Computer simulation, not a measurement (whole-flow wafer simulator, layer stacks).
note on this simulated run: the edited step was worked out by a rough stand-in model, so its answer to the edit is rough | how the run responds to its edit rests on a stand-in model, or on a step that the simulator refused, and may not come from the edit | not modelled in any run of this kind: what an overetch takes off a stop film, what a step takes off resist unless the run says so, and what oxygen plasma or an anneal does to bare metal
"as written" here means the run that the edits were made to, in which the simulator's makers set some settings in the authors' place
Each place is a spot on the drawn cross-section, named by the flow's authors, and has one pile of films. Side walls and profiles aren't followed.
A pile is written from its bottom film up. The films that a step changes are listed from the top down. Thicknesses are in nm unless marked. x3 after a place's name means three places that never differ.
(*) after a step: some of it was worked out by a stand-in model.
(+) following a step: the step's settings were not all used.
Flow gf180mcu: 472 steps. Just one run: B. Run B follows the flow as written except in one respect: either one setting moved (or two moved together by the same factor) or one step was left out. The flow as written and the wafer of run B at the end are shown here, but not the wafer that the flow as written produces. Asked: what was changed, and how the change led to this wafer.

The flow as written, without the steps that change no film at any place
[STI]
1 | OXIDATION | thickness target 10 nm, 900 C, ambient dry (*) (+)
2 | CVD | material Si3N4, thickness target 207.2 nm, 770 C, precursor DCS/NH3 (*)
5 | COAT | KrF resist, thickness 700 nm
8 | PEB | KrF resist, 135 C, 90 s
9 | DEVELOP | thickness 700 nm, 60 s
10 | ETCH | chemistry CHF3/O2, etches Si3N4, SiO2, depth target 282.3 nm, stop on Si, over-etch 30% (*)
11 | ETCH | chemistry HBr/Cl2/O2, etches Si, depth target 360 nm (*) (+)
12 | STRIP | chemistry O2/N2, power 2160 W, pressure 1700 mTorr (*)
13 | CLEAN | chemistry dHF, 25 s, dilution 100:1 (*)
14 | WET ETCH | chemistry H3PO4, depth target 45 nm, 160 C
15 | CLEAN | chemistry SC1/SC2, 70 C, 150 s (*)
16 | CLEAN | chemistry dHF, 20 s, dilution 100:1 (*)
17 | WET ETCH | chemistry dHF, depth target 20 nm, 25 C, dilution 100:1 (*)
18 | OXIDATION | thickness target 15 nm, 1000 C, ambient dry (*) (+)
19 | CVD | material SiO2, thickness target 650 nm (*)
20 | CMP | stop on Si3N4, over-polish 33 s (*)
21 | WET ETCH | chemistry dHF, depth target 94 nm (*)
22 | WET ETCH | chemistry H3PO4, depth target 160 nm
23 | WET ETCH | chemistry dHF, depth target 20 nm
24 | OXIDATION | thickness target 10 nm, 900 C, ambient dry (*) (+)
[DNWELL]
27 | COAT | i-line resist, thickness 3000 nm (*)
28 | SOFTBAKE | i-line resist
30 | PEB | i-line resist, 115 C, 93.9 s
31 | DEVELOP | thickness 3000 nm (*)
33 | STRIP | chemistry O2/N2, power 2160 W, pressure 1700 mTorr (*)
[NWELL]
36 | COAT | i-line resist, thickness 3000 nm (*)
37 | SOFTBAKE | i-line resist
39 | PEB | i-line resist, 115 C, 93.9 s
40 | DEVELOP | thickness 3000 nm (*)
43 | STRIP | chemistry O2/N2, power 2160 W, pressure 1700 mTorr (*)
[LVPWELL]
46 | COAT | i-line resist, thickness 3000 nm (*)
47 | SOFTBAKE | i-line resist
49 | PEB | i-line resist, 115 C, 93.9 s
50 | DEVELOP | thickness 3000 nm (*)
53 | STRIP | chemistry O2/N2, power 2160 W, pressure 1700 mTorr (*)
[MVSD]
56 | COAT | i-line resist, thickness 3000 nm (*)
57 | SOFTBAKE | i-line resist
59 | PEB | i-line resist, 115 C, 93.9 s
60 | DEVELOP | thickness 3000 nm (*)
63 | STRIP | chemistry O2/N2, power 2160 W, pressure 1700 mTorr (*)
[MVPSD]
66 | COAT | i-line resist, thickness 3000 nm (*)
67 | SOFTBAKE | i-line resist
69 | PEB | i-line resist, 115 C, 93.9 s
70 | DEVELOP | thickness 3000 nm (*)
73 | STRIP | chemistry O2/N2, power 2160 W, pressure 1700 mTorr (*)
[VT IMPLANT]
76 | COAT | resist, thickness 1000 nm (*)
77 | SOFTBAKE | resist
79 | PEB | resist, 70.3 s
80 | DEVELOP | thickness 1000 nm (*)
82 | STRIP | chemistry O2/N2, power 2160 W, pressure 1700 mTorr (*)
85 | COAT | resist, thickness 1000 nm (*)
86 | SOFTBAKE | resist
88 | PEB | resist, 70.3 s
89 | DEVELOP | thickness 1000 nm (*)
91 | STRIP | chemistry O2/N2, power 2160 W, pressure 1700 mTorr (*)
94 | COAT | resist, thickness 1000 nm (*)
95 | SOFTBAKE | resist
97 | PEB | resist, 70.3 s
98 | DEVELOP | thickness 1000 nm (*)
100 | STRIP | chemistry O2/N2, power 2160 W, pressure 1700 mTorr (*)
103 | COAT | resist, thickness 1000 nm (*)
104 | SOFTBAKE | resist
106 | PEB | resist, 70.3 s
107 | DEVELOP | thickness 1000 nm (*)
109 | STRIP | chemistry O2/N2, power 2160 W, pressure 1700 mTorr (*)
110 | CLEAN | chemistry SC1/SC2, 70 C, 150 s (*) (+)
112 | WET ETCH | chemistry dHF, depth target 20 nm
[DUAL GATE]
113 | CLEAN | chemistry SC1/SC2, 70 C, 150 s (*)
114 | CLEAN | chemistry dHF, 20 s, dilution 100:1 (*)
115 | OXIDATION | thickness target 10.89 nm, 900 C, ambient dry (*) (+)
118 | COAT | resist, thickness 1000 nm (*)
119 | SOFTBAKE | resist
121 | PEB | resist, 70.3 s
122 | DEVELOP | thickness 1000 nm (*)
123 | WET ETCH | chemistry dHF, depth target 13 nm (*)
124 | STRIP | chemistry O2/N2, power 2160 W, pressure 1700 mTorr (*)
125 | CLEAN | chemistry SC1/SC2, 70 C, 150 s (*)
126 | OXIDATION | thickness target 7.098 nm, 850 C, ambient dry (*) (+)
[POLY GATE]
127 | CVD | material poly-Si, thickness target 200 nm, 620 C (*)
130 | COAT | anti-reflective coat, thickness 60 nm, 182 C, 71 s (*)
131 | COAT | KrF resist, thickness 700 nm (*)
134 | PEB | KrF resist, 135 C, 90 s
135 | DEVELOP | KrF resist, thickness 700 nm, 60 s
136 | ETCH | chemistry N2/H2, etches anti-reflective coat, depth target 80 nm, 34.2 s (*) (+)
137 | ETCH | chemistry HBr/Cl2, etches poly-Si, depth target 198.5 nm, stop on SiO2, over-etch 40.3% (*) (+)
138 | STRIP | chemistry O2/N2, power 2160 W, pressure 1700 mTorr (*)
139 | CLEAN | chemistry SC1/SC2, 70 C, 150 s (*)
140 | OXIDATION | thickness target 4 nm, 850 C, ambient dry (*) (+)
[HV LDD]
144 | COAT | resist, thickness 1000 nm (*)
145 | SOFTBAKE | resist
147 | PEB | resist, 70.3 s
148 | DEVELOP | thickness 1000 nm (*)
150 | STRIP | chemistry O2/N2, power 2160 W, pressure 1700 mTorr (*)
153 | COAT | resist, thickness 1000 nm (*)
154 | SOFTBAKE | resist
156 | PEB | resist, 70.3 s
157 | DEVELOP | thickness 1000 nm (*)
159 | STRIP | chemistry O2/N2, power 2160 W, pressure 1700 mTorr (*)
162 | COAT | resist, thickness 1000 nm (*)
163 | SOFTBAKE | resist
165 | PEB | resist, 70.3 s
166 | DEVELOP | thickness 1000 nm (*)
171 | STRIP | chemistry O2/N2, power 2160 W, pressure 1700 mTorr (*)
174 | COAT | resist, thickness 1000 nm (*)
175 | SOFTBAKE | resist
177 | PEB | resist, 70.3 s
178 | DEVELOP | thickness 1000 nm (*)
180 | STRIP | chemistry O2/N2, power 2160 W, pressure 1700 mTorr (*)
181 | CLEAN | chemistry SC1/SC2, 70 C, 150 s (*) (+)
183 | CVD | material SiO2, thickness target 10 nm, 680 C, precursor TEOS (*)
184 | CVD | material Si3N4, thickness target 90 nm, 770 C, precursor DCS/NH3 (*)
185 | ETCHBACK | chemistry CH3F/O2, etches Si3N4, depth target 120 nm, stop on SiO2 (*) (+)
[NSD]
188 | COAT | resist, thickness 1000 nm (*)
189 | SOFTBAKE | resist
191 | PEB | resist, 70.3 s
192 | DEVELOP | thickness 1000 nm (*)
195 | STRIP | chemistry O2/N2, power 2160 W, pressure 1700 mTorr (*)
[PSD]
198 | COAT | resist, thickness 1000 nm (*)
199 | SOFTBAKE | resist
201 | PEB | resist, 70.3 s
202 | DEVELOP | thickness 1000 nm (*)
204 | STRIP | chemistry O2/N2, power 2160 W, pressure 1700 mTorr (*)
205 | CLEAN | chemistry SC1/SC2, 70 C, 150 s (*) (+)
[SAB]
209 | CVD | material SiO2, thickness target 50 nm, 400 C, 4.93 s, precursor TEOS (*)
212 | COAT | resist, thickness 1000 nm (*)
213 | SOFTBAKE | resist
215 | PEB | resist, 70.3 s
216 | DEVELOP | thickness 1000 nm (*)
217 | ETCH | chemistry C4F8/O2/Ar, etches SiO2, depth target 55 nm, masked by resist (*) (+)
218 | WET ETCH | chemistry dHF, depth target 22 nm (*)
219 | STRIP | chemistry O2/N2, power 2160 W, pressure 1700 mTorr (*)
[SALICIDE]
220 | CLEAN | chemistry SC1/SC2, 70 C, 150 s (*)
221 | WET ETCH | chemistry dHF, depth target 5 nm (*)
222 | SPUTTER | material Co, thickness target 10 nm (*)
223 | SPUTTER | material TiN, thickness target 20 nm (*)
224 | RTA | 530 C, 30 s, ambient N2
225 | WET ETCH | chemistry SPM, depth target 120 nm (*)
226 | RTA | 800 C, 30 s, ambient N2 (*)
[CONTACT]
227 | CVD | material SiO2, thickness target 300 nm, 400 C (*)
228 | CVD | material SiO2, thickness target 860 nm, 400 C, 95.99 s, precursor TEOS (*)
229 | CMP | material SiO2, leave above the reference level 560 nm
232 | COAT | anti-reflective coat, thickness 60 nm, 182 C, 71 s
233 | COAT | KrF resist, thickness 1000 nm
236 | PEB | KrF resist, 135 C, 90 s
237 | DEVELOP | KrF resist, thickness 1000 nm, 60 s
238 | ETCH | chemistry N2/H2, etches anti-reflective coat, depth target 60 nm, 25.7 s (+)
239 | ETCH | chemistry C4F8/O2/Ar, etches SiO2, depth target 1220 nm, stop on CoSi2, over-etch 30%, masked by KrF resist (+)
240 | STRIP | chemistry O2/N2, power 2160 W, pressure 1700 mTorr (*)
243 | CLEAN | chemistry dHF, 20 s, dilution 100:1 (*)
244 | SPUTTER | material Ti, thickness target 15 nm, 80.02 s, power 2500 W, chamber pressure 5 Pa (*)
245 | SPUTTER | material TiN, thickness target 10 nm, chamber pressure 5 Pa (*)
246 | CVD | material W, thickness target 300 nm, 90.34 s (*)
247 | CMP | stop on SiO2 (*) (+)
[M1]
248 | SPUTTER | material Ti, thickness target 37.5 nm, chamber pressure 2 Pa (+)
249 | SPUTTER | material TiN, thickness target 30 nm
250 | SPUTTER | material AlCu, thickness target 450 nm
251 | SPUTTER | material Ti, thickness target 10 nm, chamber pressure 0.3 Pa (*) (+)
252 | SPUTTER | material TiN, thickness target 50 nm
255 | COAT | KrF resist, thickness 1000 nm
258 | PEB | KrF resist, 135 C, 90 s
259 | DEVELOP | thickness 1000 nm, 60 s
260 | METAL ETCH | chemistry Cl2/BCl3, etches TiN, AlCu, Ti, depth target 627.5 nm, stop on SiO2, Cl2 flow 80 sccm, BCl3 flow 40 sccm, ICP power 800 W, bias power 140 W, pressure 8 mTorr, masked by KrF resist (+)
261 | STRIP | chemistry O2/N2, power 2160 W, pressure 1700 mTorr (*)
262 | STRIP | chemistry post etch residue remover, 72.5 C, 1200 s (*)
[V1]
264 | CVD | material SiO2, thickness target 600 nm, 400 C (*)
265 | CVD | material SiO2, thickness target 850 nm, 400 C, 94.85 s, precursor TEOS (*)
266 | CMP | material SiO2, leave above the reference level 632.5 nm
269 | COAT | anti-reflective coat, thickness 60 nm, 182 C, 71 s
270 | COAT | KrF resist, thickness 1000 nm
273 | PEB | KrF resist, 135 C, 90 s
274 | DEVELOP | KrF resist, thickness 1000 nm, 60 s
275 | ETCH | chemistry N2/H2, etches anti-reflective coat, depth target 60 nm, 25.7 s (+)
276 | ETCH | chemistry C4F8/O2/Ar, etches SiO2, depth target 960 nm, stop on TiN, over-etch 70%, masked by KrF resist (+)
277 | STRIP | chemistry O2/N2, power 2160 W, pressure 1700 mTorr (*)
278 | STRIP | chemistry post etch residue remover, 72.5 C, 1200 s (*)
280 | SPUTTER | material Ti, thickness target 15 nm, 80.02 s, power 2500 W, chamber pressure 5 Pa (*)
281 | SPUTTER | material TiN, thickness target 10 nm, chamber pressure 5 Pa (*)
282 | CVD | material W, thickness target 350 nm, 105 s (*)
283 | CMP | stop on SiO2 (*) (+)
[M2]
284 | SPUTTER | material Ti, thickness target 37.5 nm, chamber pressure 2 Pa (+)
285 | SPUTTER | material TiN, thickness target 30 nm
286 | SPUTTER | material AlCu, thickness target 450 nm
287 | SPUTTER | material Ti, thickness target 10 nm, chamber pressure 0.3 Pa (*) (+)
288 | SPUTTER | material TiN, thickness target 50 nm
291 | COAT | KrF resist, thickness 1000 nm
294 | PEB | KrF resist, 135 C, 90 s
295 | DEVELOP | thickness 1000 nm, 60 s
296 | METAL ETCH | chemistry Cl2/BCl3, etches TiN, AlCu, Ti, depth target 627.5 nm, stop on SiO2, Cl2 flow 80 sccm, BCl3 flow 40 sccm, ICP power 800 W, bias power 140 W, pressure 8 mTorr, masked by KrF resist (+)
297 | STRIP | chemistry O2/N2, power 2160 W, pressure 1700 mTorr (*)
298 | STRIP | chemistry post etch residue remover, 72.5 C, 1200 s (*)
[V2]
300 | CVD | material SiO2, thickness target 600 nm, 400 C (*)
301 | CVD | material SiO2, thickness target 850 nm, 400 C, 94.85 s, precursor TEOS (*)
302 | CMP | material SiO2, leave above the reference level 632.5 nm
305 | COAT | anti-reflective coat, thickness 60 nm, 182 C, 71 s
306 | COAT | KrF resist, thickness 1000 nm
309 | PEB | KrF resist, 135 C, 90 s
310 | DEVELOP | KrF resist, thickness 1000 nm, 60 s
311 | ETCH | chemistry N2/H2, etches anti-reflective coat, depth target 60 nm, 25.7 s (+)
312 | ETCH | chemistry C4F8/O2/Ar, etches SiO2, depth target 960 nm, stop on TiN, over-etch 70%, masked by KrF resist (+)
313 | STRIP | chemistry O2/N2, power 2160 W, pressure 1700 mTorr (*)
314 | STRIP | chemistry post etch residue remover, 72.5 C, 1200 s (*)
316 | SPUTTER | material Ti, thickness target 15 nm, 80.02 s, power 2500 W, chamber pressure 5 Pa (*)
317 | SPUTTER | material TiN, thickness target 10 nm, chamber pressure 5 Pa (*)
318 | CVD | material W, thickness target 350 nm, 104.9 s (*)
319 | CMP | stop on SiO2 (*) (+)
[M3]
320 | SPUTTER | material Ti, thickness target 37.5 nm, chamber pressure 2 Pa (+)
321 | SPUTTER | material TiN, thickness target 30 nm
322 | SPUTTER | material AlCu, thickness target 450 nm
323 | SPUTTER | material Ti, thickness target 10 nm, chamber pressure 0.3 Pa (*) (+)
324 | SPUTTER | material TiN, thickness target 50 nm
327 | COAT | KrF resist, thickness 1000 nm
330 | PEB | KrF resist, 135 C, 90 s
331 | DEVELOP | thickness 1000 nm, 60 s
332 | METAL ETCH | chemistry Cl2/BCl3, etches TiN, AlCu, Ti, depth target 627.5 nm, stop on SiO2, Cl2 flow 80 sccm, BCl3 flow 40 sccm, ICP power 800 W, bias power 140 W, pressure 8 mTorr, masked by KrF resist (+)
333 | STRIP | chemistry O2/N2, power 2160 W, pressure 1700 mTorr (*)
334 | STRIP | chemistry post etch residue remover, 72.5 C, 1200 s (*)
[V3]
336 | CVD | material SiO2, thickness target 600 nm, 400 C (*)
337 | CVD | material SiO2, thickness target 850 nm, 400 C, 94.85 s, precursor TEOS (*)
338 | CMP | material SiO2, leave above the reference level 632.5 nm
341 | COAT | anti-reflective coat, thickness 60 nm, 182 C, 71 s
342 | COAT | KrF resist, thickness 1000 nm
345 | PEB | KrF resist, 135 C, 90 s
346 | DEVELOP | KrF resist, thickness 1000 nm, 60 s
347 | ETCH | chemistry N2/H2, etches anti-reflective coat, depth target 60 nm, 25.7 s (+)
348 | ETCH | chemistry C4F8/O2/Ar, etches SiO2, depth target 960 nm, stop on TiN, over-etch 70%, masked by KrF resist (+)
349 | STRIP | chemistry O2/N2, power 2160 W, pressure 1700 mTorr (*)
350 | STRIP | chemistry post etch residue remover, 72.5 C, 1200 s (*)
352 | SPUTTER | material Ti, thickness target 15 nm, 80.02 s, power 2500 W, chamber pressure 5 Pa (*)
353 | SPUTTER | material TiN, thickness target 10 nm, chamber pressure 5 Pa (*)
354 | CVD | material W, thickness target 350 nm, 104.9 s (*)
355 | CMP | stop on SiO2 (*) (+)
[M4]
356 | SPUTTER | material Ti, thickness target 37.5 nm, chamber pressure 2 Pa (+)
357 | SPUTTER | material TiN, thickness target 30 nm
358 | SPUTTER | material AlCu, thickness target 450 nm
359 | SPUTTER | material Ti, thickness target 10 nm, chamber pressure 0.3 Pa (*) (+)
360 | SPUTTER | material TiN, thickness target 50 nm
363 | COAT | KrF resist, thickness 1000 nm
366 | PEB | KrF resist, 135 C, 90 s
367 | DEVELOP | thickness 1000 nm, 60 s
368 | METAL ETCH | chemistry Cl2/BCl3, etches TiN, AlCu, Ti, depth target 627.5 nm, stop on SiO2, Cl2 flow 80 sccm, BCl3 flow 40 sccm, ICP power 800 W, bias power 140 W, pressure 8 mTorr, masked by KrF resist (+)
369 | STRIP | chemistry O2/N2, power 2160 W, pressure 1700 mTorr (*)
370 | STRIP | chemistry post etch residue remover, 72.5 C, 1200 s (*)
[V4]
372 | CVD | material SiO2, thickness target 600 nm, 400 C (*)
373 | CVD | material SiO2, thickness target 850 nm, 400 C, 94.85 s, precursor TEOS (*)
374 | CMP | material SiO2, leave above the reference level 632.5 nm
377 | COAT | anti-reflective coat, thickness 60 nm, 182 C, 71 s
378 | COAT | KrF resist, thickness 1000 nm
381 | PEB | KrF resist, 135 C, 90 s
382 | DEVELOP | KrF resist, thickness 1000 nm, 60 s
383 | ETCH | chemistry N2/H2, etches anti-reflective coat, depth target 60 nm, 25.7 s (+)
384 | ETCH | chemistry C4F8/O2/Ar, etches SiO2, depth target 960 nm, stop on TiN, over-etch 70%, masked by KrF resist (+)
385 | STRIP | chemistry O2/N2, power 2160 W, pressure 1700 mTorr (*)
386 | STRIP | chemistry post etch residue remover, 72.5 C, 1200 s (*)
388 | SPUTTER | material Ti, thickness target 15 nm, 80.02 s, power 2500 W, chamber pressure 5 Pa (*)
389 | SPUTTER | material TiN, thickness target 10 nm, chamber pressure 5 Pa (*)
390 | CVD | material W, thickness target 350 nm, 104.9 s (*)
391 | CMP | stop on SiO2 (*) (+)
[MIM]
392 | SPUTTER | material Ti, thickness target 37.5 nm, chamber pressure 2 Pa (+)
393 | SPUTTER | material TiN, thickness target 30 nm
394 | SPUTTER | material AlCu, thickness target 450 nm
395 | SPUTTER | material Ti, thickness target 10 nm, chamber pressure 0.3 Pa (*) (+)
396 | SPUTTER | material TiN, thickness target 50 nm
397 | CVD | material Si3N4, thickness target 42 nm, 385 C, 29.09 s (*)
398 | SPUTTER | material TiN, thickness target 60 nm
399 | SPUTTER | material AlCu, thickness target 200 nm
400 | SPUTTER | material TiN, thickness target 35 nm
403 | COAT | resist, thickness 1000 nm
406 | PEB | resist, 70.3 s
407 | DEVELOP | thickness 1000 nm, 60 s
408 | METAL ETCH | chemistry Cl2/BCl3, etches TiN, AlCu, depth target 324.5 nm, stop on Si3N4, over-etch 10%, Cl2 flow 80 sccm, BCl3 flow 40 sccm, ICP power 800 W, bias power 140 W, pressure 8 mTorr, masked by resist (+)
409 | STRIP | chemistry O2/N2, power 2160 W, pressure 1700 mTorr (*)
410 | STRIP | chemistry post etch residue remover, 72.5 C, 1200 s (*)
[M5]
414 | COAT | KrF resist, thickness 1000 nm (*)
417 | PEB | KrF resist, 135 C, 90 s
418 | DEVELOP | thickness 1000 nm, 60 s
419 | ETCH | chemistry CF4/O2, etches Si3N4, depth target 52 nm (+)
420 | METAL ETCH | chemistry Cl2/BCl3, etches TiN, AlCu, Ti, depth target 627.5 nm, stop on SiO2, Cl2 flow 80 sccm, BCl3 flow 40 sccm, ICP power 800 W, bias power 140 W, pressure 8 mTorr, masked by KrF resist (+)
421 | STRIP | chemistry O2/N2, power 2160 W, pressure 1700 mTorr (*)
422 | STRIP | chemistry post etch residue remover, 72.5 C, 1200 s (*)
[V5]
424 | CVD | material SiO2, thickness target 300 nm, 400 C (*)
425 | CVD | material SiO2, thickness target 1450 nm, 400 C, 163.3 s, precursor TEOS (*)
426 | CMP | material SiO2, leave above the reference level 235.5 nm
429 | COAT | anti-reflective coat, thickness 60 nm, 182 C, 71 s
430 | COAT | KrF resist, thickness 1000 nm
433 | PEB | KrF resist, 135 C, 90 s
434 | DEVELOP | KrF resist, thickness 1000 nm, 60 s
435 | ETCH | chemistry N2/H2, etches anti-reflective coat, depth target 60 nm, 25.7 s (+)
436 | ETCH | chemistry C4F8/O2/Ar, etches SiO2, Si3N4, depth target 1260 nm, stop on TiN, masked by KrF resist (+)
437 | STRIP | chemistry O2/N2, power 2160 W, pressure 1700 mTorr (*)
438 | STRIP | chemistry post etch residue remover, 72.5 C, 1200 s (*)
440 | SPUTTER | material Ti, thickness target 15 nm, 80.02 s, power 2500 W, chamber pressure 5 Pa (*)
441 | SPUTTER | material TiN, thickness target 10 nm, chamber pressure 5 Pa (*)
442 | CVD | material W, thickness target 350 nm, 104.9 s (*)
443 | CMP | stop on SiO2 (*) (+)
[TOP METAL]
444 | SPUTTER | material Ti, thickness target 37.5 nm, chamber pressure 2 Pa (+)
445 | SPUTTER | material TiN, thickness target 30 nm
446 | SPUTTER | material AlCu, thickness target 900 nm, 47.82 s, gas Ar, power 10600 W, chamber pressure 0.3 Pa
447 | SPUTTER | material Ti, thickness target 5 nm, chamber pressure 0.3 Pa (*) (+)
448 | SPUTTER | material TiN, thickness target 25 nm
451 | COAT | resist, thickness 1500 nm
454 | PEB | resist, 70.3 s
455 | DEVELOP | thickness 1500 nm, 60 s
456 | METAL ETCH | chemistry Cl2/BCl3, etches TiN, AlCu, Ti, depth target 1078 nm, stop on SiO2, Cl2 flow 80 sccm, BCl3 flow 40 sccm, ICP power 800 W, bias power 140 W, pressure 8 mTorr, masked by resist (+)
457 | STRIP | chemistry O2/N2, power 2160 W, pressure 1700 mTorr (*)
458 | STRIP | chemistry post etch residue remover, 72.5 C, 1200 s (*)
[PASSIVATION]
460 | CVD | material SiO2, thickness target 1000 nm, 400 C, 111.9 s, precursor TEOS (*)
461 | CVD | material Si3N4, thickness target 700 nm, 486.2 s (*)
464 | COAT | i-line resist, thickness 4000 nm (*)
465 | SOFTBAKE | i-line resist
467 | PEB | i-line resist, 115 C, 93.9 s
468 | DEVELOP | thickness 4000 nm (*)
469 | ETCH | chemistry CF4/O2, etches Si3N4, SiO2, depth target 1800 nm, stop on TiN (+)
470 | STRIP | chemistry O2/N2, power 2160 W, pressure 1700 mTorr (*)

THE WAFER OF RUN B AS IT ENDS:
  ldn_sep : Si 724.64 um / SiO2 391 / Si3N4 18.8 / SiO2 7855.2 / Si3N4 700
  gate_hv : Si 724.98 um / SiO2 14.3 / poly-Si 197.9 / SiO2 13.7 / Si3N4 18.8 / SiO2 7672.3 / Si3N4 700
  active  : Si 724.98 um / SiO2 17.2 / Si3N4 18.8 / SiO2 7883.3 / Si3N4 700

The reason: step 184, CVD: thickness target 143 nm was run, whereas the flow has thickness target 90 nm.

The path from the change to this, step by step:
  184 | CVD | material Si3N4, thickness target 90 nm, 770 C, precursor DCS/NH3 (*)
      field, field__w1, field__w2 and 101 more: Si3N4 gains 143 (new film) (as written it would have been: Si3N4 gains 90 (new film))
  185 | ETCHBACK | chemistry CH3F/O2, etches Si3N4, depth target 120 nm, stop on SiO2 (*) (+)
      field, field__w1, field__w2 and 100 more: Si3N4 loses 120 (as written it would have been: Si3N4 loses 90 (all of it), SiO2 loses 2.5)
  188 | COAT | resist, thickness 1000 nm (*)
      field__w9: resist gains 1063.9 (new film) (as written it would have been: resist gains 1041.8 (new film))
      spacer: resist gains 893.1 (new film) (as written it would have been: resist gains 920.2 (new film))
  189 | SOFTBAKE | resist
      field__w9: resist loses 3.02 (as written it would have been: resist gains 6.92)
      field__w11: resist loses 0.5 (as written it would have been: resist gains 0.14)
      (and at 33 other places as well)
  192 | DEVELOP | thickness 1000 nm (*)
      spacer: resist loses 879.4 (all of it) (as written it would have been: resist loses 905.9 (all of it))
  198 | COAT | resist, thickness 1000 nm (*)
      field__w9: resist gains 1063.9 (new film) (as written it would have been: resist gains 1041.8 (new film))
      spacer: resist gains 893.1 (new film) (as written it would have been: resist gains 920.2 (new film))
  199 | SOFTBAKE | resist
      field__w9: resist loses 3.02 (as written it would have been: resist gains 6.92)
      field__w11: resist loses 0.5 (as written it would have been: resist gains 0.14)
      (and at 35 other places as well)
  204 | STRIP | chemistry O2/N2, power 2160 W, pressure 1700 mTorr (*)
      spacer: resist loses 879.4 (all of it) (as written it would have been: resist loses 905.9 (all of it))
  205 | CLEAN | chemistry SC1/SC2, 70 C, 150 s (*) (+)
      field, field__w1, field__w2 and 105 more: Si3N4 loses 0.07 (as written it would have been: SiO2 loses 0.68)
  209 | CVD | material SiO2, thickness target 50 nm, 400 C, 4.93 s, precursor TEOS (*)
      field, field__w7, field__w8 and 73 more: SiO2 gains 50 (new film) (as written it would have been: SiO2 gains 50)
      field_sub, field_sub__w2, ld_drn_n, ld_sd_p: SiO2 gains 48.7 (new film) (as written it would have been: SiO2 gains 48.8)
      (and at 28 other places as well)
  212 | COAT | resist, thickness 1000 nm (*)
      spacer: resist gains 892.5 (new film) (as written it would have been: resist gains 919.4 (new film))
  213 | SOFTBAKE | resist
      npoly_sal: resist gains 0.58 (as written it would have been: resist loses 0.55)
      field__w1: resist gains 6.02 (as written it would have been: resist gains 5.43)
      (and at 22 other places as well)
  216 | DEVELOP | thickness 1000 nm (*)
      spacer: resist loses 878.8 (all of it) (as written it would have been: resist loses 905.1 (all of it))
  217 | ETCH | chemistry C4F8/O2/Ar, etches SiO2, depth target 55 nm, masked by resist (*) (+)
      field, field__w7, field__w8 and 70 more: SiO2 loses 50 (all of it), Si3N4 loses 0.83 (as written it would have been: SiO2 loses 55)
      field__w1, m1, nw_enc_fld_lv__w3: SiO2 loses 49.2 (all of it), Si3N4 loses 0.97 (as written it would have been: SiO2 loses 55)
      (and at 23 other places as well)
  218 | WET ETCH | chemistry dHF, depth target 22 nm (*)
      gate, gate_hv, gate_p and 23 more: Si3N4 loses 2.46 (as written it would have been: SiO2 loses 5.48 (all of it))
      field, field__w10, sti and 14 more: Si3N4 loses 2.46 (as written it would have been: SiO2 loses 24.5)
      (and at 56 other places as well)
  219 | STRIP | chemistry O2/N2, power 2160 W, pressure 1700 mTorr (*)
      gate, gate_hv, gate_p and 23 more: nothing (as written it would have been: chemical SiO2 gains 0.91 (new film), poly-Si loses 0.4)
      active, p_well, sd_n and 20 more: nothing (as written it would have been: chemical SiO2 gains 0.91 (new film), Si loses 0.4)
  ... 13 other steps ...
  471 | ANNEAL | 400 C, 1800 s, ambient N2/H2
      polyc_n, polyc_p: under 9 films: void gains 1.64 (new film), Ti loses 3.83, TiSi first gains 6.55 (new film), poly-Si loses 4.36 (as written it would have been: nothing)
      contact: under 49 films: void gains 1.62 (new film), Ti loses 3.83, TiSi first gains 6.55 (new film), Si loses 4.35 (as written it would have been: nothing)
Taking metal films that touch as one body, gate_hv has 0 bodies; the flow as written gives 1 body.
Taking metal films that touch as one body, active has 0 bodies; the flow as written gives 1 body.
